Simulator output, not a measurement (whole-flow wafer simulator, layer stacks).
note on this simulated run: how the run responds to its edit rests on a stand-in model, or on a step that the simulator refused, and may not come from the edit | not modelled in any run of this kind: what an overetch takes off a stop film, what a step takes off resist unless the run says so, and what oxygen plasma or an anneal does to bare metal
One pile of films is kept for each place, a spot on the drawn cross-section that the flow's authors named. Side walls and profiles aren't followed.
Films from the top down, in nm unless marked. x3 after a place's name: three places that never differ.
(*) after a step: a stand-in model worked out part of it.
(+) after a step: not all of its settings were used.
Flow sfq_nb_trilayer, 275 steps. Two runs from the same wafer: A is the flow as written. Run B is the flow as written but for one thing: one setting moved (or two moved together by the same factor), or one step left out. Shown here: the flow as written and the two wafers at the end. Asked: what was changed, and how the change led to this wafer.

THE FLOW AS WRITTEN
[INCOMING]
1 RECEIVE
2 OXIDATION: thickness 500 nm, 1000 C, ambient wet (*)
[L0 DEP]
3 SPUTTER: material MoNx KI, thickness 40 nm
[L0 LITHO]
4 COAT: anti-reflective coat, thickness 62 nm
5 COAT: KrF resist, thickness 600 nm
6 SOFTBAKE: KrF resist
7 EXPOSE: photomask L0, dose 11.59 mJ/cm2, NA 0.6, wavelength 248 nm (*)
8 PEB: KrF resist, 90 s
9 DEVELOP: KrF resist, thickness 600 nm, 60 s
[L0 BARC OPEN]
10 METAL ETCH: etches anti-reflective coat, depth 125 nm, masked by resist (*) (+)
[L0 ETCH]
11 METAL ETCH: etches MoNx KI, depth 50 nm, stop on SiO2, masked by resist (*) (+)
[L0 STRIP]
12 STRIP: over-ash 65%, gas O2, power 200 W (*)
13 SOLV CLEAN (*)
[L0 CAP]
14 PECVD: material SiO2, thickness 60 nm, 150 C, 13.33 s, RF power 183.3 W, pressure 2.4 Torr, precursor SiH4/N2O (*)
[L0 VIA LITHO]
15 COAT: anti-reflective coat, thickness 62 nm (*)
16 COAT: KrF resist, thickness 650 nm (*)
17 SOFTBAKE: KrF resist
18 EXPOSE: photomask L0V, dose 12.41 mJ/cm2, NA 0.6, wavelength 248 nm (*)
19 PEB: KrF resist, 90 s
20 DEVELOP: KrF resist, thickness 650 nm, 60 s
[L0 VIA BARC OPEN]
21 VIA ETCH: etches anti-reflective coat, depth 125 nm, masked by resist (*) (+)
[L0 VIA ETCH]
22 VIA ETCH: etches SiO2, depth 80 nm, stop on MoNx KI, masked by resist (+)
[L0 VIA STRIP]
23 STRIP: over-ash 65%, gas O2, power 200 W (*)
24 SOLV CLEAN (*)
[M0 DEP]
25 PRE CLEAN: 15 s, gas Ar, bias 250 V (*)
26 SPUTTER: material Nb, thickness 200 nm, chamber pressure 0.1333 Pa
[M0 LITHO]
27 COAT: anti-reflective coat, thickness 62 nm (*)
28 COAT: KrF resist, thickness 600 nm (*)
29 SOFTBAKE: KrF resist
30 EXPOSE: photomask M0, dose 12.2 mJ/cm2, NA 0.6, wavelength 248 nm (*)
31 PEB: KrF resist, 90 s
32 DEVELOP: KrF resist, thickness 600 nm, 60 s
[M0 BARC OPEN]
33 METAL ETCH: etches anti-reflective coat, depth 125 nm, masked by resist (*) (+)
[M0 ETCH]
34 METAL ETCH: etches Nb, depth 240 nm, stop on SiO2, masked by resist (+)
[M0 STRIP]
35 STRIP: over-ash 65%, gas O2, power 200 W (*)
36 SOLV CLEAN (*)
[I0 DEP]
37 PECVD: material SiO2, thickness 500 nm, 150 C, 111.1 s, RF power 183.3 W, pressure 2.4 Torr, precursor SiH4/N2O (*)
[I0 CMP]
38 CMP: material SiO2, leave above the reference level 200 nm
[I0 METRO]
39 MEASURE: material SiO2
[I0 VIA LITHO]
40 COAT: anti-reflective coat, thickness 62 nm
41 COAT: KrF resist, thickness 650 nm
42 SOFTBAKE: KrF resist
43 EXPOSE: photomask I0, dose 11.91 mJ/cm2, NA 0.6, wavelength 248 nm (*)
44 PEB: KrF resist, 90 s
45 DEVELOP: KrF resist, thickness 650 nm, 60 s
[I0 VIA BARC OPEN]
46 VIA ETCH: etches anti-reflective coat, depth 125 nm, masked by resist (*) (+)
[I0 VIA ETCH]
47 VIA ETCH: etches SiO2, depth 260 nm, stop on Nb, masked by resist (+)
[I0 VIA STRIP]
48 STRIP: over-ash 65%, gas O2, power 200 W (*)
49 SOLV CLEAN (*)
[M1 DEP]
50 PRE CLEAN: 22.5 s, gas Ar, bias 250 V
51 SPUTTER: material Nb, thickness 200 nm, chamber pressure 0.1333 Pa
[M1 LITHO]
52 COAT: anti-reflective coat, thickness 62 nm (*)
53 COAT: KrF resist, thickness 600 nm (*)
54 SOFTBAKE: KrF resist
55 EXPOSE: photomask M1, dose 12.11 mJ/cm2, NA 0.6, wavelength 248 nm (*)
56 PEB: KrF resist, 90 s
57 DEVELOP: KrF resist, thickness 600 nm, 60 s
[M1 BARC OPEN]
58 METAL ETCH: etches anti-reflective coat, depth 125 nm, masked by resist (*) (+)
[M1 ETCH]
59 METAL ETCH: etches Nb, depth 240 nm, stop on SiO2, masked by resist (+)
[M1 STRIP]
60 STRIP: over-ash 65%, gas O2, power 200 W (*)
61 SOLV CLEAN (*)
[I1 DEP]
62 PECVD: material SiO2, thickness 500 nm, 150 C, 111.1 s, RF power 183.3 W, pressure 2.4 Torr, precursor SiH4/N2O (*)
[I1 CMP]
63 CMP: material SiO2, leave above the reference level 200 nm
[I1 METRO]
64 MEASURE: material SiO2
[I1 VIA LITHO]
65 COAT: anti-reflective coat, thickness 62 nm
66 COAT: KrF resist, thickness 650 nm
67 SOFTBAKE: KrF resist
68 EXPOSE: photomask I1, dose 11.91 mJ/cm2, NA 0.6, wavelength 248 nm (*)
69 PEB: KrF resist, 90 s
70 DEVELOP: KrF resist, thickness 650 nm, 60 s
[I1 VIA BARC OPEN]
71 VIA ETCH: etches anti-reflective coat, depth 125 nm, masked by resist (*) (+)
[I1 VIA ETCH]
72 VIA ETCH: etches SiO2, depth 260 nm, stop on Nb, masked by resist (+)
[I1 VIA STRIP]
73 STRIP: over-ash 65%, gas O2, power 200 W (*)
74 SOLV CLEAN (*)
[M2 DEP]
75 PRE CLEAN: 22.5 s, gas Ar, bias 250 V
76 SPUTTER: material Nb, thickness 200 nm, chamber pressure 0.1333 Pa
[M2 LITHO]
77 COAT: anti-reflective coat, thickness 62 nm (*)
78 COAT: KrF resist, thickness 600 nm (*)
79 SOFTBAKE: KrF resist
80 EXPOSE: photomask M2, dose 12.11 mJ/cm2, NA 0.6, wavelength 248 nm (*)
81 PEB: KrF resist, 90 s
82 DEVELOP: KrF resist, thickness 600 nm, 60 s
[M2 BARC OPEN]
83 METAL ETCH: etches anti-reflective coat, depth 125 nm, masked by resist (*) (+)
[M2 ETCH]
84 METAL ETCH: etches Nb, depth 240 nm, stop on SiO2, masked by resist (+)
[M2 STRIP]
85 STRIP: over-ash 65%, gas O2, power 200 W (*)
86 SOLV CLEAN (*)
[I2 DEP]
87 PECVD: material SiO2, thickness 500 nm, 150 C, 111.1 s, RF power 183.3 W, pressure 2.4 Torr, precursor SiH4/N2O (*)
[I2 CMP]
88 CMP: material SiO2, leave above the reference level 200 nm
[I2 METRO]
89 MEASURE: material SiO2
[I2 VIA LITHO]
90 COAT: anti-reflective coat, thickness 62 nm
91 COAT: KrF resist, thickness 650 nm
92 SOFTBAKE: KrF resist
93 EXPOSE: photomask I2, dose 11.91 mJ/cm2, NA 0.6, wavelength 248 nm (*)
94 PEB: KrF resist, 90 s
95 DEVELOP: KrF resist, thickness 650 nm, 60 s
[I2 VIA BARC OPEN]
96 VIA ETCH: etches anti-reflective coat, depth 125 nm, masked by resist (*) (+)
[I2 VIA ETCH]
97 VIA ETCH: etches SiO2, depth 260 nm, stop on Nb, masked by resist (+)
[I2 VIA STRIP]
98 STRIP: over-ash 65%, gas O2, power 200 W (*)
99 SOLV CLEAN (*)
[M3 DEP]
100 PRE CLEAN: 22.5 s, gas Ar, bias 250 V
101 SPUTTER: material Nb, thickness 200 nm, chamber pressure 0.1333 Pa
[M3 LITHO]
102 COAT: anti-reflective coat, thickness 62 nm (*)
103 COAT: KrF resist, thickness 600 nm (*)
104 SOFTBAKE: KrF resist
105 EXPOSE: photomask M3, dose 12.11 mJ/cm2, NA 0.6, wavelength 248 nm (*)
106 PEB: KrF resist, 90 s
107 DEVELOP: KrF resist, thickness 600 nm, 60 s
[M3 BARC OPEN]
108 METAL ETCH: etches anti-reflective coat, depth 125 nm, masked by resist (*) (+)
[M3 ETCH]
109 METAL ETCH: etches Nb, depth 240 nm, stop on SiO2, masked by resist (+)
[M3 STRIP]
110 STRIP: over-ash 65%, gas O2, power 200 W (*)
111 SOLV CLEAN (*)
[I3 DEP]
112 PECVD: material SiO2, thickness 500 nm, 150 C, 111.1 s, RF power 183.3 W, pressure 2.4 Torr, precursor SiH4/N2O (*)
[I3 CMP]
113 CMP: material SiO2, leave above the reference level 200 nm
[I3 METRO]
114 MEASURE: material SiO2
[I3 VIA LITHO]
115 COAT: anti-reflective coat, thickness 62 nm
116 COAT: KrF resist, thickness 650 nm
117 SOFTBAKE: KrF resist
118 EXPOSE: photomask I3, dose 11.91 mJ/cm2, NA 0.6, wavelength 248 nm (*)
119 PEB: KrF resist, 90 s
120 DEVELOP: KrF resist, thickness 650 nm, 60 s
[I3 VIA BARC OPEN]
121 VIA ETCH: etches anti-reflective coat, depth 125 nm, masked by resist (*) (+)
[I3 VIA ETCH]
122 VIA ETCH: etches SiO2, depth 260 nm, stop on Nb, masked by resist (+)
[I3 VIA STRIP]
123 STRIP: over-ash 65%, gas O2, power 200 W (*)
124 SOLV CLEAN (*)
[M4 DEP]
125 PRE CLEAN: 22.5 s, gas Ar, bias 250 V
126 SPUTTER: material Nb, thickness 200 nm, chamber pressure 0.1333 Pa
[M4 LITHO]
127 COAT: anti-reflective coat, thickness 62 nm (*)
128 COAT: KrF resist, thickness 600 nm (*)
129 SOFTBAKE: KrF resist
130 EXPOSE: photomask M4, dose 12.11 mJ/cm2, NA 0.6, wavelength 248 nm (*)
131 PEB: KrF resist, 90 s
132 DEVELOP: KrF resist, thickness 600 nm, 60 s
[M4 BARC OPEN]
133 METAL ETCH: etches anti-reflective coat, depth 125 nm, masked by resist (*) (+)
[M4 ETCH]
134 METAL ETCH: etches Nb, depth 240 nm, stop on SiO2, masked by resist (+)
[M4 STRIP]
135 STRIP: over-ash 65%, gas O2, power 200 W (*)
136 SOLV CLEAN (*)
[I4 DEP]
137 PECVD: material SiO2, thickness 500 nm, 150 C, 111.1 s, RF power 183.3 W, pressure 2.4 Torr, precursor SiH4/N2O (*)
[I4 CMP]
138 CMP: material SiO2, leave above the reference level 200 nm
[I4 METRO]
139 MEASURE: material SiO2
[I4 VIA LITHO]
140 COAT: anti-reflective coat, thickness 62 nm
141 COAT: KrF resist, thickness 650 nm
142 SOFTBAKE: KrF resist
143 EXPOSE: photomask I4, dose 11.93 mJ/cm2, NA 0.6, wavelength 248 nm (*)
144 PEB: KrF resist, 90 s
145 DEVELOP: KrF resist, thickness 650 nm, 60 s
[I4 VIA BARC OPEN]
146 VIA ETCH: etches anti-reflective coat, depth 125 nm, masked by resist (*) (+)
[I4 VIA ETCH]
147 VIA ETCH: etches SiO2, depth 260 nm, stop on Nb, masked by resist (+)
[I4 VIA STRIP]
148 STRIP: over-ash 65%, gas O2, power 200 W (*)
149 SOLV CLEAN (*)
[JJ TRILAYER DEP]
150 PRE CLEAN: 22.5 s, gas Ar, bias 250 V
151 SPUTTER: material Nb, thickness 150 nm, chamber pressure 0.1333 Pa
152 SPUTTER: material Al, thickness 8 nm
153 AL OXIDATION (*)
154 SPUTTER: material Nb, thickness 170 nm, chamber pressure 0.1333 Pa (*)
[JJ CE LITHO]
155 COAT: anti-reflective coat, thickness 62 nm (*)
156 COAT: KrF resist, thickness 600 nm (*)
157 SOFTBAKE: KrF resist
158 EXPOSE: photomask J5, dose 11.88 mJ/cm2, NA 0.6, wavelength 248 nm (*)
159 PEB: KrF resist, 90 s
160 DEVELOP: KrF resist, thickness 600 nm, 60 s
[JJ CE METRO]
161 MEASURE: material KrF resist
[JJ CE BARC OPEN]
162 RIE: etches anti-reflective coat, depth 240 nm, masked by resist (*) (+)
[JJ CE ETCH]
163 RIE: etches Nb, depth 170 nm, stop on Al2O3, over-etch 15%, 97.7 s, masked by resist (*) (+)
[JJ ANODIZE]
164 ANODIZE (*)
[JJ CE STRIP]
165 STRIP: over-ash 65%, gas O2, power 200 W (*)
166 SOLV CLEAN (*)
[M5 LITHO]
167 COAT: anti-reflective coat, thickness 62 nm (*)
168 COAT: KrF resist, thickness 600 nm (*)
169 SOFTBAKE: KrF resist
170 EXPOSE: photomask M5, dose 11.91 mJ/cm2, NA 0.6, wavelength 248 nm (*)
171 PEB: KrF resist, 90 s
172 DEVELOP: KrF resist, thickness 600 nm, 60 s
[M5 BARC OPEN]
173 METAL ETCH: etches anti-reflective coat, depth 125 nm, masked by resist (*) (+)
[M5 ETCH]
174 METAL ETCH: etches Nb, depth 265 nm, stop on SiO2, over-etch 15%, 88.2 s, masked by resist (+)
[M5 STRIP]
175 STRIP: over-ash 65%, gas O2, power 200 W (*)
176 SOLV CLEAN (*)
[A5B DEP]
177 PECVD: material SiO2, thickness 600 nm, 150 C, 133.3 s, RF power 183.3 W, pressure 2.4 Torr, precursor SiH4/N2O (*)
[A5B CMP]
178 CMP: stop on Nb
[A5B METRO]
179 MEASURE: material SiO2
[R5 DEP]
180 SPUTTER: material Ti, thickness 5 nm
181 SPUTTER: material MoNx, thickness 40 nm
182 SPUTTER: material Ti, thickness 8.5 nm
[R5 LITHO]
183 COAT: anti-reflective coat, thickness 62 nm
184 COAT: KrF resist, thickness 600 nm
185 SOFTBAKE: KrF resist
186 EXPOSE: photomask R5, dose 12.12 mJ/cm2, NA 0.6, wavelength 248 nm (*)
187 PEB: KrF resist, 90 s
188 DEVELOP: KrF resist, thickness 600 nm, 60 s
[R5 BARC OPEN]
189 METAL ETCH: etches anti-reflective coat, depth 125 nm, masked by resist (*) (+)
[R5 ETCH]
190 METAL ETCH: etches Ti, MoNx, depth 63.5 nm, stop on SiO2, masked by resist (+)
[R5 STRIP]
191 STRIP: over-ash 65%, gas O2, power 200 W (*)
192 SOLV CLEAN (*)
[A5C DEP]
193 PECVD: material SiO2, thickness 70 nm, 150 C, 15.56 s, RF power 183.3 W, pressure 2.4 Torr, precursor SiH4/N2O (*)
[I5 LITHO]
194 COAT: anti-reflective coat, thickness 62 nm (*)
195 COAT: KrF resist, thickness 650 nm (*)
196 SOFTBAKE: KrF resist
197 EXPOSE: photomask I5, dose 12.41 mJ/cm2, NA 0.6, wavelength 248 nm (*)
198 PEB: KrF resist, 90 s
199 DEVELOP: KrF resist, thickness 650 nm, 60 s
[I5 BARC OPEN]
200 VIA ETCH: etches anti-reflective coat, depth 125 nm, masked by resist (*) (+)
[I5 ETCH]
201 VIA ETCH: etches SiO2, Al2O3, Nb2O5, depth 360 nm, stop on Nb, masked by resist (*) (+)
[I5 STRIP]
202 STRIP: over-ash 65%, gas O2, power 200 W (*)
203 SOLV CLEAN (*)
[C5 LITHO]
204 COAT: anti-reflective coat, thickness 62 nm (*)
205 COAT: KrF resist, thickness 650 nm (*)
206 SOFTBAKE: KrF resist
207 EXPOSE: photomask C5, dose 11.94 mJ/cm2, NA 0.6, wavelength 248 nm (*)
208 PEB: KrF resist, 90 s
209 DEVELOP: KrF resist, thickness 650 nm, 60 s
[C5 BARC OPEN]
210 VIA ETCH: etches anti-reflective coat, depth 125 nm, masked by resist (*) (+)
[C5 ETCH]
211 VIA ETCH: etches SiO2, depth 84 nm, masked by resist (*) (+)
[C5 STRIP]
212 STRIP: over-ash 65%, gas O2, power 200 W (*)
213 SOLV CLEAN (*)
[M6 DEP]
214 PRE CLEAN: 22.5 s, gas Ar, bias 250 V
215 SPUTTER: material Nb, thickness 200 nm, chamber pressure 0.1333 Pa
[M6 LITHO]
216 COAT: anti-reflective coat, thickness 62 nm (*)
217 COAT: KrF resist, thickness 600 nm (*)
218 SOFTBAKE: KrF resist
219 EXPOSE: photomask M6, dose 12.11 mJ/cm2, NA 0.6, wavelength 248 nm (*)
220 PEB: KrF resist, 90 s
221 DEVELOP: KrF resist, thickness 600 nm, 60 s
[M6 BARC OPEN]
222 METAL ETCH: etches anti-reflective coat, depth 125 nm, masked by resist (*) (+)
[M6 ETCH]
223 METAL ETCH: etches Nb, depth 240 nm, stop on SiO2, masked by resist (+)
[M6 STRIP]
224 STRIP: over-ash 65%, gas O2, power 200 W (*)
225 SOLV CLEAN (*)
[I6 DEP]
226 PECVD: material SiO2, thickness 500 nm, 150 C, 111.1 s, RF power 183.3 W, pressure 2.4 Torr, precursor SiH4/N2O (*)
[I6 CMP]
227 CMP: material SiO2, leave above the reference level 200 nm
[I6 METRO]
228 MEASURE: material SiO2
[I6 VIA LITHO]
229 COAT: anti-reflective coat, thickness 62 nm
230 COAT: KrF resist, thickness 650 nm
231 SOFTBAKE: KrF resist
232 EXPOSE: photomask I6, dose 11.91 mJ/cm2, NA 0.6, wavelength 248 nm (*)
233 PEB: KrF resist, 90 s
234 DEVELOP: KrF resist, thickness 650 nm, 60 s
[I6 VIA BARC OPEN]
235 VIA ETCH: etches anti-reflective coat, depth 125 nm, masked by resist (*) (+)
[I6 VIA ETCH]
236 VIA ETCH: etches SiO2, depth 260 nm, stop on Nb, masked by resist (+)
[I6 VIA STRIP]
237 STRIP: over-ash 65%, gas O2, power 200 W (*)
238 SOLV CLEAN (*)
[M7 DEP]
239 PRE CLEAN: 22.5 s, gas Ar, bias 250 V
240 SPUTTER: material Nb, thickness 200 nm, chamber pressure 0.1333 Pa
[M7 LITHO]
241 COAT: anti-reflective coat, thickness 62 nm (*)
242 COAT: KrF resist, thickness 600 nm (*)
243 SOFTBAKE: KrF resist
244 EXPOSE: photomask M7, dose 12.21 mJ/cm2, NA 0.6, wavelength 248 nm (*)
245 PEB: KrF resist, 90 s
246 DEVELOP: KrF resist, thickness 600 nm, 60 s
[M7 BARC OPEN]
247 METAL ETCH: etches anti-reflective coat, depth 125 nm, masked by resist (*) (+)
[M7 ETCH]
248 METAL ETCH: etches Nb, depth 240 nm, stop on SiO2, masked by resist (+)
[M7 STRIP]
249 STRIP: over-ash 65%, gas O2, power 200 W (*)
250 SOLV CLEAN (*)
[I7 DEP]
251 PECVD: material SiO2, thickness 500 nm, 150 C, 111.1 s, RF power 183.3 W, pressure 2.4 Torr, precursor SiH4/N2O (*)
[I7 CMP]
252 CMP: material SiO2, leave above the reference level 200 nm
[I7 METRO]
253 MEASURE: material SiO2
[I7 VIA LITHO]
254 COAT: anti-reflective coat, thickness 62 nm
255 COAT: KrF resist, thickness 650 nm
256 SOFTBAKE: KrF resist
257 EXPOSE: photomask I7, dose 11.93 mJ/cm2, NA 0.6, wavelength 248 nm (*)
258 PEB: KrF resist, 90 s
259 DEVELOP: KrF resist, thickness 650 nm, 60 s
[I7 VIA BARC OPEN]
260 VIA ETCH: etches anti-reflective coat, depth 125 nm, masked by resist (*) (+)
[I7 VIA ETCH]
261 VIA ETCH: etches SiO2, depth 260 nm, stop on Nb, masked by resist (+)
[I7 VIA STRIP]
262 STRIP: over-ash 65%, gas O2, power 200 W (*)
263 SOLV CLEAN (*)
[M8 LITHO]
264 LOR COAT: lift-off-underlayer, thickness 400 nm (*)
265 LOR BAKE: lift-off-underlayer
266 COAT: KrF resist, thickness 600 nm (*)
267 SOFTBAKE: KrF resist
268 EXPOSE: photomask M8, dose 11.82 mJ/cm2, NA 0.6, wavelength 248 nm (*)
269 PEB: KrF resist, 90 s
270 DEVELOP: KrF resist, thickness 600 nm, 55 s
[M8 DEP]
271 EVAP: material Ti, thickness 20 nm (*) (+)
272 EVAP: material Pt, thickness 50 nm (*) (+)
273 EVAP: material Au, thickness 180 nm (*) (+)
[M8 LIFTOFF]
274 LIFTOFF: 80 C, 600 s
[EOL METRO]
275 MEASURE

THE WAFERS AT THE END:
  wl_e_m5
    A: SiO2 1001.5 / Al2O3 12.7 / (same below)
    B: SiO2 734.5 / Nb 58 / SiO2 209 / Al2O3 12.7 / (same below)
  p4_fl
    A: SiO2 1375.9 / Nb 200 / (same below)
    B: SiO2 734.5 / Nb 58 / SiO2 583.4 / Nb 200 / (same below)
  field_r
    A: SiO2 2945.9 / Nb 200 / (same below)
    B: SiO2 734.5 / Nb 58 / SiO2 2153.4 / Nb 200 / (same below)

The cause: step 223, METAL ETCH: depth 142 nm was run, where the flow has depth 240 nm.

How the change led to this, step by step:
  223 METAL ETCH: etches Nb, depth 240 nm, stop on SiO2, masked by resist (+)
      field_l, gap, moat and 76 more: A Nb -200 (all of it) | B Nb -142
      v_sur, via_wl, via_w and 24 more: A KrF resist -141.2 | B KrF resist -83.5
  224 STRIP: over-ash 65%, gas O2, power 200 W (*)
      wl_j_sl, wl_j_sr: A KrF resist -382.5 (all of it), anti-reflective coat -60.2 (all of it) | B KrF resist -440.2 (all of it), anti-reflective coat -60.2 (all of it)
      wl_c_m6, wl_f_m6: A KrF resist -382.3 (all of it), anti-reflective coat -62 (all of it) | B KrF resist -439.9 (all of it), anti-reflective coat -62 (all of it)
      (and at 23 more places)
  226 PECVD: material SiO2, thickness 500 nm, 150 C, 111.1 s, RF power 183.3 W, pressure 2.4 Torr, precursor SiH4/N2O (*)
      field_l, p4_fl, p4_fm and 62 more: A SiO2 +500 | B SiO2 +500 (new film)
      moat, field_r, lsp_l, ln_m5, lsp_m: A SiO2 +493.6 | B SiO2 +500 (new film)
      (and at 9 more places)
  227 CMP: material SiO2, leave above the reference level 200 nm
      field_l, p4_fl, p4_fm and 59 more: A SiO2 -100 | B SiO2 -158
      moat, field_r, lsp_l, ln_m5, lsp_m: A SiO2 -93.6 | B SiO2 -158
      (and at 8 more places)
Counting metal films that touch as one body, wl_e_m5 has 7 bodies (between them, from the top down: SiO2 209 / Al2O3 12.7 / Nb2O5 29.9; SiO2 192.5; SiO2 192.5; SiO2 192.5; SiO2 192.5; SiO2 192.5); the flow as written gives 6 bodies (between them, from the top down: SiO2 192.5; SiO2 192.5; SiO2 192.5; SiO2 192.5; SiO2 192.5).
Counting metal films that touch as one body, p4_fl has 3 bodies (between them, from the top down: SiO2 583.4; SiO2 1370); the flow as written gives 2 bodies (between them, from the top down: SiO2 1370).
Counting metal films that touch as one body, field_r has 2 bodies (between them, from the top down: SiO2 2153.4); the flow as written gives 1 body.
